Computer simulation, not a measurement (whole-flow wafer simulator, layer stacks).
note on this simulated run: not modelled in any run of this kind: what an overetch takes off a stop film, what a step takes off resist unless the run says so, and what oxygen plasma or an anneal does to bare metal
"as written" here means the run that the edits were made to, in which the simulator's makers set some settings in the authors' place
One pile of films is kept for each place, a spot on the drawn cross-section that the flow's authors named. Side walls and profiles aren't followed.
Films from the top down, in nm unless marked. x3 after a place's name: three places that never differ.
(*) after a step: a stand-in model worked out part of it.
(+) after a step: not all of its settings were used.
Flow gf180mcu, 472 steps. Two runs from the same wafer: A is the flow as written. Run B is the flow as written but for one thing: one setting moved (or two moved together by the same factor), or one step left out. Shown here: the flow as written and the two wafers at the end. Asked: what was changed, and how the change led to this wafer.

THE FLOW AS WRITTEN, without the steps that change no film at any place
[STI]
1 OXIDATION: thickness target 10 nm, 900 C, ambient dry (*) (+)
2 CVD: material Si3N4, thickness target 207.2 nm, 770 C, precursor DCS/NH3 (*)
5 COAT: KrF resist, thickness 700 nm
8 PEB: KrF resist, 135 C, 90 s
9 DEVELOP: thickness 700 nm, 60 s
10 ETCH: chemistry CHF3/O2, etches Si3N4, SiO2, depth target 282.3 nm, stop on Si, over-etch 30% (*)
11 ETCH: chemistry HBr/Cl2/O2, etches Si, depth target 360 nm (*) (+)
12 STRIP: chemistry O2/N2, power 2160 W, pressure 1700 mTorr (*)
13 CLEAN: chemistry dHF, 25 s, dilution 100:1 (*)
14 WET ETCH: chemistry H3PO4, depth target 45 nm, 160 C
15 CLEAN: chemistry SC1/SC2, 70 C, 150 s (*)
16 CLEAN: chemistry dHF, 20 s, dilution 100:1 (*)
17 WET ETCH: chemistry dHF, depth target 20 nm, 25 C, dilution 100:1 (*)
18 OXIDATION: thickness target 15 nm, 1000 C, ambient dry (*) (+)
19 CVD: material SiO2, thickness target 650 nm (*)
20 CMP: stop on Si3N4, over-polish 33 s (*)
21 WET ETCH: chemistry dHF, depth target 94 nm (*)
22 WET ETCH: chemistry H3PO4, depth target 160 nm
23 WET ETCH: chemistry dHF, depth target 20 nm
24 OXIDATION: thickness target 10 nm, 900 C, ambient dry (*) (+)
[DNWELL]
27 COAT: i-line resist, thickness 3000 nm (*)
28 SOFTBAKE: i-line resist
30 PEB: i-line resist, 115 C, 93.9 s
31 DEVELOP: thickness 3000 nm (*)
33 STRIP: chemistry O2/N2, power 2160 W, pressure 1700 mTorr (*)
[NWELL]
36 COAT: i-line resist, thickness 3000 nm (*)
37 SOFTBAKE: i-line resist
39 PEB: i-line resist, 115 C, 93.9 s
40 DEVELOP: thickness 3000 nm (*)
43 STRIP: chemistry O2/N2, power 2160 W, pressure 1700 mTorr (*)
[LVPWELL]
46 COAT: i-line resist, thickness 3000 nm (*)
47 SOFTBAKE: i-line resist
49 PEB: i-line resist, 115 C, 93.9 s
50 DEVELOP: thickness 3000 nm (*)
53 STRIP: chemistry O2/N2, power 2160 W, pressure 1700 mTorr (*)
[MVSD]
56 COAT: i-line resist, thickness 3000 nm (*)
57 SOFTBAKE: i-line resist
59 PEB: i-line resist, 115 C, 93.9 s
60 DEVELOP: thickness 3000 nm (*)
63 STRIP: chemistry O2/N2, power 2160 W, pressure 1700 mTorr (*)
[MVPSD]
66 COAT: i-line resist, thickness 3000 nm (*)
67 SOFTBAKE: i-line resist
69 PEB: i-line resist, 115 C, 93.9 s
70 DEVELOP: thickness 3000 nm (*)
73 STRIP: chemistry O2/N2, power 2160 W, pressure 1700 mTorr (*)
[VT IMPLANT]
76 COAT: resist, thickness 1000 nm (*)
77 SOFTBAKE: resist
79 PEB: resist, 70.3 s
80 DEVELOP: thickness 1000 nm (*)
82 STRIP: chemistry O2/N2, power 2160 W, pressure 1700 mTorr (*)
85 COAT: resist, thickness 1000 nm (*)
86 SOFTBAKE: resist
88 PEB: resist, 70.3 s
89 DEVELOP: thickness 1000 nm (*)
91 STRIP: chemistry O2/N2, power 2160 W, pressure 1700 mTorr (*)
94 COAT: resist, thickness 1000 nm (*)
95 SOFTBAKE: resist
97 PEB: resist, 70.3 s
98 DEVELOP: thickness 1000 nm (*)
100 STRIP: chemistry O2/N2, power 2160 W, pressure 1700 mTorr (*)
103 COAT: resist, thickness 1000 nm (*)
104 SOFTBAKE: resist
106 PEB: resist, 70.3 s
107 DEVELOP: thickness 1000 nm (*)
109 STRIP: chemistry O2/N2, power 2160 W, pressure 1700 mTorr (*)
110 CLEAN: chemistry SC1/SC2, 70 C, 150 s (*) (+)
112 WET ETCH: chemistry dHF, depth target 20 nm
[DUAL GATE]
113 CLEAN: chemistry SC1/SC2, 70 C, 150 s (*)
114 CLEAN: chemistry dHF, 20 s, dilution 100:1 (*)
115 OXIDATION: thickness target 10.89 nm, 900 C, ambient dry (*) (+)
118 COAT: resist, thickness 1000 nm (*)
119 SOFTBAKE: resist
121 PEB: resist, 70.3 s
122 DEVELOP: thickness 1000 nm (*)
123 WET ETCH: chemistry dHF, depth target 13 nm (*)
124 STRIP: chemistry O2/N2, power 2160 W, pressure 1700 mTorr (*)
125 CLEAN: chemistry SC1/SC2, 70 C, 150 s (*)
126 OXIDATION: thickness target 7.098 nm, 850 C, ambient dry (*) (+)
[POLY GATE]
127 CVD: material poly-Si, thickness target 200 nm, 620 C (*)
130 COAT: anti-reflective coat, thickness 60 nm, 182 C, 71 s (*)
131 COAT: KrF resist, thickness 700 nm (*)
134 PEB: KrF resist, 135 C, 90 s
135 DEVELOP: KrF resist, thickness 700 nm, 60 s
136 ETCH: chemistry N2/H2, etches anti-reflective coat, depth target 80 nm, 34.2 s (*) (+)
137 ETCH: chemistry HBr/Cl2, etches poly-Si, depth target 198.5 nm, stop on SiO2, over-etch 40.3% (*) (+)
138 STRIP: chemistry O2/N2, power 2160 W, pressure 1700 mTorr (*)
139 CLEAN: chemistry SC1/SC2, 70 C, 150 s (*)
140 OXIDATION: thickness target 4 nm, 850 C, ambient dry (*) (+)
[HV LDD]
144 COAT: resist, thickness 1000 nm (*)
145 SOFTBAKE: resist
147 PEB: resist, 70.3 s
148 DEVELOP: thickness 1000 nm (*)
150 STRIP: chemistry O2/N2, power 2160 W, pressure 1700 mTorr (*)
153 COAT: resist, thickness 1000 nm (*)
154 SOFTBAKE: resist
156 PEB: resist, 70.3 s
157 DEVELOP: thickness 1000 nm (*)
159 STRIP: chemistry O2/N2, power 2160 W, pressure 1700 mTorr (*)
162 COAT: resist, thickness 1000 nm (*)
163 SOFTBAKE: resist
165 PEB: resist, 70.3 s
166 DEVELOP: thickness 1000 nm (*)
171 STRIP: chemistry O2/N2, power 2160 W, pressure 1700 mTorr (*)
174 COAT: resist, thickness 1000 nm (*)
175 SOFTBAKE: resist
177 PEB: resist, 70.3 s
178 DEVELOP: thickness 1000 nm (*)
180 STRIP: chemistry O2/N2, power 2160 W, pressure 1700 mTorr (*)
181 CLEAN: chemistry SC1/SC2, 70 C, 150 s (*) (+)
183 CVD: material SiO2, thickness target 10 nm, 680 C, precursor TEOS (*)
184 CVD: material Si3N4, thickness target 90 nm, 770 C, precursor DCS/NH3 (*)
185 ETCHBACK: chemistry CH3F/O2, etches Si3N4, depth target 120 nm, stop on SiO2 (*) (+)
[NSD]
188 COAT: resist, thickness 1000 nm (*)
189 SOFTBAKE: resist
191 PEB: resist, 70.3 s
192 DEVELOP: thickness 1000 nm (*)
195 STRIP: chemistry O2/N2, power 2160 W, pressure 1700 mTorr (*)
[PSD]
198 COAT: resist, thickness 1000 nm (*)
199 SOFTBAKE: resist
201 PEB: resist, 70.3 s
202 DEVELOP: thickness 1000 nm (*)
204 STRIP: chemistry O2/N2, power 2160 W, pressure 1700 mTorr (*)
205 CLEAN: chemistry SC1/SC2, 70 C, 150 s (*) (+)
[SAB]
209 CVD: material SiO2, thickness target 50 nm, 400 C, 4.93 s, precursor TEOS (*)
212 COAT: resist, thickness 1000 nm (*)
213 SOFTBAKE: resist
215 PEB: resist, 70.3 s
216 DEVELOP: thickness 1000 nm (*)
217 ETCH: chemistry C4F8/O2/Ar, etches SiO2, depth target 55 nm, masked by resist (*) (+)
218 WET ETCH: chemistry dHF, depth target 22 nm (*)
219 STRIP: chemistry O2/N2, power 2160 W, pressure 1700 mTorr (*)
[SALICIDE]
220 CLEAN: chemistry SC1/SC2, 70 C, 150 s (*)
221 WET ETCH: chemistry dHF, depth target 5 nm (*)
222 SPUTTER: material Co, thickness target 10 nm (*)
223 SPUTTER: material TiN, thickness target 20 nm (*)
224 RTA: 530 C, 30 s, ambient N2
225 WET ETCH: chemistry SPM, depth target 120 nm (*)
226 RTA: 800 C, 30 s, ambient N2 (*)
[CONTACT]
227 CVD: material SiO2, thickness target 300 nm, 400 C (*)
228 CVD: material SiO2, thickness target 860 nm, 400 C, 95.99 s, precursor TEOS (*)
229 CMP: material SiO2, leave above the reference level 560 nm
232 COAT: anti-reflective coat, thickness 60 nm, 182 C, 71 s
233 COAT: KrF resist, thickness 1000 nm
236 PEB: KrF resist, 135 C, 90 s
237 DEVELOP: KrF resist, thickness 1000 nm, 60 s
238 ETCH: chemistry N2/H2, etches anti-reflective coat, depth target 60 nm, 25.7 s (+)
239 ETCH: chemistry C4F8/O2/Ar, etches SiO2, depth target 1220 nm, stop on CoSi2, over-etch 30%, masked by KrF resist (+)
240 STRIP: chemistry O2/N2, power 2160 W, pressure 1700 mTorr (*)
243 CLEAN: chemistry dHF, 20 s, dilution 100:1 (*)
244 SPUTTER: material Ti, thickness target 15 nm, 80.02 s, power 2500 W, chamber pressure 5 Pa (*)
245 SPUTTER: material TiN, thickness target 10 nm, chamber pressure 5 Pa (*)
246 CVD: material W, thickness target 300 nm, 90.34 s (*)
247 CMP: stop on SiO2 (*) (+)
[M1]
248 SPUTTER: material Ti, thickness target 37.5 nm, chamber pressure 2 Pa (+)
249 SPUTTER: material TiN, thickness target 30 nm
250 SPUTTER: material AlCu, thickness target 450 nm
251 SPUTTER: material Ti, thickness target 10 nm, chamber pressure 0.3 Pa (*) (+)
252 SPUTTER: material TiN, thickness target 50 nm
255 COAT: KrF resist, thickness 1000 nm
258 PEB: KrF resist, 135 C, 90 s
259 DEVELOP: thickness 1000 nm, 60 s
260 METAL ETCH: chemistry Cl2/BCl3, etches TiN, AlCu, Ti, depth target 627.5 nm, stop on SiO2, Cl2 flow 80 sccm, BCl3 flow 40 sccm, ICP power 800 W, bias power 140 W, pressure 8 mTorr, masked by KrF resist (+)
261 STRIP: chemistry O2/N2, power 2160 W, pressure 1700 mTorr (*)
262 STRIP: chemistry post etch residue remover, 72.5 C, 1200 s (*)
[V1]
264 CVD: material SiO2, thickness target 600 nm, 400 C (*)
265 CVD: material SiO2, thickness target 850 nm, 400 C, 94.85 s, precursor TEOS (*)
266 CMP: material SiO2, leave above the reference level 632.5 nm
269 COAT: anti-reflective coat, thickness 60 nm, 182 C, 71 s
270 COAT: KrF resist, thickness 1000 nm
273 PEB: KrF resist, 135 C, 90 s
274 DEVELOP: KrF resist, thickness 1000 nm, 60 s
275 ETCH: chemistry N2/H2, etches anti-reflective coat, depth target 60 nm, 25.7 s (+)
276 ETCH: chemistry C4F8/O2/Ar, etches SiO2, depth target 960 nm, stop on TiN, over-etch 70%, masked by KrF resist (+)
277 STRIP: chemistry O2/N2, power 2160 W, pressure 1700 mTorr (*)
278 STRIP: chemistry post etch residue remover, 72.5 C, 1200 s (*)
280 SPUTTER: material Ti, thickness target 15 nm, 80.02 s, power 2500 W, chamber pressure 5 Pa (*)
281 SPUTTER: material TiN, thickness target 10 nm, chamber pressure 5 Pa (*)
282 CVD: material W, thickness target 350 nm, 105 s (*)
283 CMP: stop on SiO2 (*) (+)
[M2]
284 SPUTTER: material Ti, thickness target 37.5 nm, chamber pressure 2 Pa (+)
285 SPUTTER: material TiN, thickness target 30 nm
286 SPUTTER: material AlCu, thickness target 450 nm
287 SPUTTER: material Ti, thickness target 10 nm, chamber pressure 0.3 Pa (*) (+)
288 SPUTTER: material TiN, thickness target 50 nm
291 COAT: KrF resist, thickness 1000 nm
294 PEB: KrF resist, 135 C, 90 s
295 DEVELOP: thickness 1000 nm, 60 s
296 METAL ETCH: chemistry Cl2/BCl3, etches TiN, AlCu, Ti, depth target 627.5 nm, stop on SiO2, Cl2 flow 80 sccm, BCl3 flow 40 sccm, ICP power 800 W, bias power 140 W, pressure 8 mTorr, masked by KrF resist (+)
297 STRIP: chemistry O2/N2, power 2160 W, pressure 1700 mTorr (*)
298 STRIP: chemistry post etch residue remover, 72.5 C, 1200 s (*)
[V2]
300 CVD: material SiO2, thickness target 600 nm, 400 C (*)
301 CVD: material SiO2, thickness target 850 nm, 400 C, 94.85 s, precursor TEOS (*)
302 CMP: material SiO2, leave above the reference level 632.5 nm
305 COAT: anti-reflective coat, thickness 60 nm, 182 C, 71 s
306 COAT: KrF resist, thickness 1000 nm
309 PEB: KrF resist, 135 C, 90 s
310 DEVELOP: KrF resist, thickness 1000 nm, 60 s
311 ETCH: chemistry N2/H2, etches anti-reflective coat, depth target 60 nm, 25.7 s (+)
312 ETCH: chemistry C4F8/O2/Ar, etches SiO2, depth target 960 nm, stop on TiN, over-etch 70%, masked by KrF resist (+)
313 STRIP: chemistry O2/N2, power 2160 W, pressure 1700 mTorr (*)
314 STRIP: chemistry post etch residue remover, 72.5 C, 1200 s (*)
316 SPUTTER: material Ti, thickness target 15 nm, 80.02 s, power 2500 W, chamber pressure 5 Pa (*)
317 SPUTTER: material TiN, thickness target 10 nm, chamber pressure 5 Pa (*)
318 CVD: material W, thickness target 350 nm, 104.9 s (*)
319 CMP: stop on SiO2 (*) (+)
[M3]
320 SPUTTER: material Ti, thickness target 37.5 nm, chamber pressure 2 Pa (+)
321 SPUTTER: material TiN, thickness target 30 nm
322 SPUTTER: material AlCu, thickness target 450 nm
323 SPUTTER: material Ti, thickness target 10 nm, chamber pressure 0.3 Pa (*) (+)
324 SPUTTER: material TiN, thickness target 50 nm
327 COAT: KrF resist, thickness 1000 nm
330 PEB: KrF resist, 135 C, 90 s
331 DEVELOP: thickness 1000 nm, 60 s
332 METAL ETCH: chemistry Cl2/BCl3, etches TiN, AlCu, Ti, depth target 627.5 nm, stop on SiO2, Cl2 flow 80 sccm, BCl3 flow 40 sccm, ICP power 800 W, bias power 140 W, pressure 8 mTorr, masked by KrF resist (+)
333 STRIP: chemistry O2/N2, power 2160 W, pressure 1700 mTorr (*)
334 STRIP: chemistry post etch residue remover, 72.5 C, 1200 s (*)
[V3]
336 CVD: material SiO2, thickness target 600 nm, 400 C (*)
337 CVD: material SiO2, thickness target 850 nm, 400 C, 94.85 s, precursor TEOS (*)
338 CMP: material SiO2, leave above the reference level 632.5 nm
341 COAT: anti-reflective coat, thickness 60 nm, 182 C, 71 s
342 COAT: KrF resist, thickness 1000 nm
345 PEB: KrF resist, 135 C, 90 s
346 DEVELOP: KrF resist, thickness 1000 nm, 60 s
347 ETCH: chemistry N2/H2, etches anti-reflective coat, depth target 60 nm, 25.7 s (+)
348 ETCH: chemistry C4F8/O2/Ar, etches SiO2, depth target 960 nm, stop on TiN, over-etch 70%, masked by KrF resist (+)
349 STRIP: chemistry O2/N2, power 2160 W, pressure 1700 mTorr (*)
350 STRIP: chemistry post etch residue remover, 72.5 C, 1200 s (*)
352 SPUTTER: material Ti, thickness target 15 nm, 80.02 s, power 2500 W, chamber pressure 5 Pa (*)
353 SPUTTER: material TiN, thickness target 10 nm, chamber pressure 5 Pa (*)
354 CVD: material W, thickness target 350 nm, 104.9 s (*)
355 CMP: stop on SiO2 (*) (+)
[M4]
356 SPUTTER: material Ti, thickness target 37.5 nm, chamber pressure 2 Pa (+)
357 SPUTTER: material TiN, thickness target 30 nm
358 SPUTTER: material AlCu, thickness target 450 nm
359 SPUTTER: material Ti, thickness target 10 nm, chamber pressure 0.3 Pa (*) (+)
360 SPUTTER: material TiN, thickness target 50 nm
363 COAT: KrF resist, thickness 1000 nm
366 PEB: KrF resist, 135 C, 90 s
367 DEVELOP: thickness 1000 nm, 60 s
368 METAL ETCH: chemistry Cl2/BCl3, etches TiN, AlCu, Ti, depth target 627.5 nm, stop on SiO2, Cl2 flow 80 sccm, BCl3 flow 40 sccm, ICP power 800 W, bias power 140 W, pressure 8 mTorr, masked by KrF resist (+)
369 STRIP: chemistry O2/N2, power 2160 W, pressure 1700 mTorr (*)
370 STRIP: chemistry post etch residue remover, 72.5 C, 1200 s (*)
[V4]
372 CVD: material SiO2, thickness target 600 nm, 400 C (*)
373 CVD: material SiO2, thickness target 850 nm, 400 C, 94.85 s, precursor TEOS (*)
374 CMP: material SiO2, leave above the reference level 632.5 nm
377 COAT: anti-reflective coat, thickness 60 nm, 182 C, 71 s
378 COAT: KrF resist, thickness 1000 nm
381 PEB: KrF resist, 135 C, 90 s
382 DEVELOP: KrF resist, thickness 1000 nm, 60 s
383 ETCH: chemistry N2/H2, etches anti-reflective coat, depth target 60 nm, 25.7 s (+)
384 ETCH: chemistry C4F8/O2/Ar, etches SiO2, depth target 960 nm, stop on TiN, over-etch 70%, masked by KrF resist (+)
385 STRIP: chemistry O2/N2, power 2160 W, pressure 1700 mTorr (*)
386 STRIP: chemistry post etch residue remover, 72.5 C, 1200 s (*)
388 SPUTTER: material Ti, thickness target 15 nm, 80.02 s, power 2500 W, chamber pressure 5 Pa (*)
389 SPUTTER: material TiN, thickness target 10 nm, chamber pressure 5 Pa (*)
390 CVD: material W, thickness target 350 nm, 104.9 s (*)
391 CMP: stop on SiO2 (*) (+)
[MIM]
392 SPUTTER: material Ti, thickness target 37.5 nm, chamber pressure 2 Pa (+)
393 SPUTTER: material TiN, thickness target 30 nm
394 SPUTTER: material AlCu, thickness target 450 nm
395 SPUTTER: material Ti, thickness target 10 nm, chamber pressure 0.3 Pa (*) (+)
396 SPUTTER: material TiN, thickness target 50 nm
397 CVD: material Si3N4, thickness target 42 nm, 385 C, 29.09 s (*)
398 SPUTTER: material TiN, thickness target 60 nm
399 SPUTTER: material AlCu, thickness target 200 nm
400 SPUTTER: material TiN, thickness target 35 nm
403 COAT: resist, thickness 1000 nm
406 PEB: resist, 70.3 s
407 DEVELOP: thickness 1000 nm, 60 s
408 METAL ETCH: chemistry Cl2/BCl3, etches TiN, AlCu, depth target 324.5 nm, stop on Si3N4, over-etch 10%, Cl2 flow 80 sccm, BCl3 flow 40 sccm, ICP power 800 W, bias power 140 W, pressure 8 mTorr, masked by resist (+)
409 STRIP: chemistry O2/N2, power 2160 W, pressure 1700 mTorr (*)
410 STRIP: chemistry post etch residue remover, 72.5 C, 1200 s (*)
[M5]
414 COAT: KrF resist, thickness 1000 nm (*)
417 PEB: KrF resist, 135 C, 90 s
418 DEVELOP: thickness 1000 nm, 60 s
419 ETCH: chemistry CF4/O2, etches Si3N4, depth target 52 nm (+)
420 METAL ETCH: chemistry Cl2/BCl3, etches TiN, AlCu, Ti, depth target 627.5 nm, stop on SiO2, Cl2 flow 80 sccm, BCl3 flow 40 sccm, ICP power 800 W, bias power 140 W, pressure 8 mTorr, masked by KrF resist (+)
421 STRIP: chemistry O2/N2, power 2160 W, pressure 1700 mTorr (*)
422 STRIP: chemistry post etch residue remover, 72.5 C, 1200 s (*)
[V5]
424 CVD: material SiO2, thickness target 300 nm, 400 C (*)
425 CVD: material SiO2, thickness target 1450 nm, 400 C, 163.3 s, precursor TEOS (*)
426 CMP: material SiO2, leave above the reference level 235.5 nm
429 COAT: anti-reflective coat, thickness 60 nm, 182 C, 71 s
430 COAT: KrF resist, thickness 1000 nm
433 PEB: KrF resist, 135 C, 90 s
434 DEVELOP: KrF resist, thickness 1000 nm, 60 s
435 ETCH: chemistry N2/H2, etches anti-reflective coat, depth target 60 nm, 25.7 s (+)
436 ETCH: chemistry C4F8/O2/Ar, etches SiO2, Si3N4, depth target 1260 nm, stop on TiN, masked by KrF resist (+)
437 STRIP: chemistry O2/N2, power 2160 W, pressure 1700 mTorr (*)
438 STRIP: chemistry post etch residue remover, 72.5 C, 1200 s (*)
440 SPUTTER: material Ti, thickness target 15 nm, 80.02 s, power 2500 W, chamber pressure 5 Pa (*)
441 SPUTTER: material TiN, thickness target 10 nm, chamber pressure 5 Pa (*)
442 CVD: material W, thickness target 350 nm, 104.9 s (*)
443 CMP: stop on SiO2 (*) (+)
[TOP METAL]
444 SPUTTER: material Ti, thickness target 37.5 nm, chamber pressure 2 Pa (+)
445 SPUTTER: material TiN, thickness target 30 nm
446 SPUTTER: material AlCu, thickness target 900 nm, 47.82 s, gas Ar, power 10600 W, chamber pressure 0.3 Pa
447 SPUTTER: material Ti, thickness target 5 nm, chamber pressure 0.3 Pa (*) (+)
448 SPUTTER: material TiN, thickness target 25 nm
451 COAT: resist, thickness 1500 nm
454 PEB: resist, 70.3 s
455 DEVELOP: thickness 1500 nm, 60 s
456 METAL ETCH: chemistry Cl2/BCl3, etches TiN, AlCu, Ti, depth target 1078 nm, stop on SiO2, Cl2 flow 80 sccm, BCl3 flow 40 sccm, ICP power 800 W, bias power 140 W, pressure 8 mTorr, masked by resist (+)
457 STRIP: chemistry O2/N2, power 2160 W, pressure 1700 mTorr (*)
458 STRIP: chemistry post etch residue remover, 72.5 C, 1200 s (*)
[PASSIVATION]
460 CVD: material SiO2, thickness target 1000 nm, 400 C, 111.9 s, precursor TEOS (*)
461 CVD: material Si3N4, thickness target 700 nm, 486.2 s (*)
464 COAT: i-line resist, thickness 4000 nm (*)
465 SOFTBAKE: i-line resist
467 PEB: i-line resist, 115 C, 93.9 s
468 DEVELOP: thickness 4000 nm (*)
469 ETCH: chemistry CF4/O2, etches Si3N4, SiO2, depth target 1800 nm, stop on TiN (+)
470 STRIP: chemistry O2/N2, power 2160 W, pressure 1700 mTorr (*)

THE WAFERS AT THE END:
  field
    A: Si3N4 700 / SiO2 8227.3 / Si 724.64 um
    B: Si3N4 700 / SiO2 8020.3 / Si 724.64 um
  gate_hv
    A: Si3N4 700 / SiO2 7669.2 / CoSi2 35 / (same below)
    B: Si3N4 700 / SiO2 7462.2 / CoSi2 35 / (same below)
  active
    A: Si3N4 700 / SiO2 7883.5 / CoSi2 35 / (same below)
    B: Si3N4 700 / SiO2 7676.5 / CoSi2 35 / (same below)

The cause: step 358, SPUTTER: thickness target 243 nm was run, where the flow has thickness target 450 nm.

How the change led to this, step by step:
  358 SPUTTER: material AlCu, thickness target 450 nm
      field, field__w1, field__w2 and 108 more: A AlCu +450 (new film) | B AlCu +243 (new film)
  368 METAL ETCH: chemistry Cl2/BCl3, etches TiN, AlCu, Ti, depth target 627.5 nm, stop on SiO2, Cl2 flow 80 sccm, BCl3 flow 40 sccm, ICP power 800 W, bias power 140 W, pressure 8 mTorr, masked by KrF resist (+)
      field, field__w1, field__w2 and 103 more: A TiN -50 (all of it), Ti -10 (all of it), AlCu -450 (all of it), TiN -30 (all of it), Ti -37.5 (all of it) | B TiN -50 (all of it), Ti -10 (all of it), AlCu -243 (all of it), TiN -30 (all of it), Ti -37.5 (all of it)
      field__w8, contact, m1, m1__w1, m1_nw: A KrF resist -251 | B KrF resist -222.3
  369 STRIP: chemistry O2/N2, power 2160 W, pressure 1700 mTorr (*)
      field__w8, contact, m1, m1__w1, m1_nw: A KrF resist -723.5 (all of it) | B KrF resist -752.2 (all of it)
  374 CMP: material SiO2, leave above the reference level 632.5 nm
      field, field__w1, field__w2 and 103 more: A SiO2 -300 | B SiO2 -507
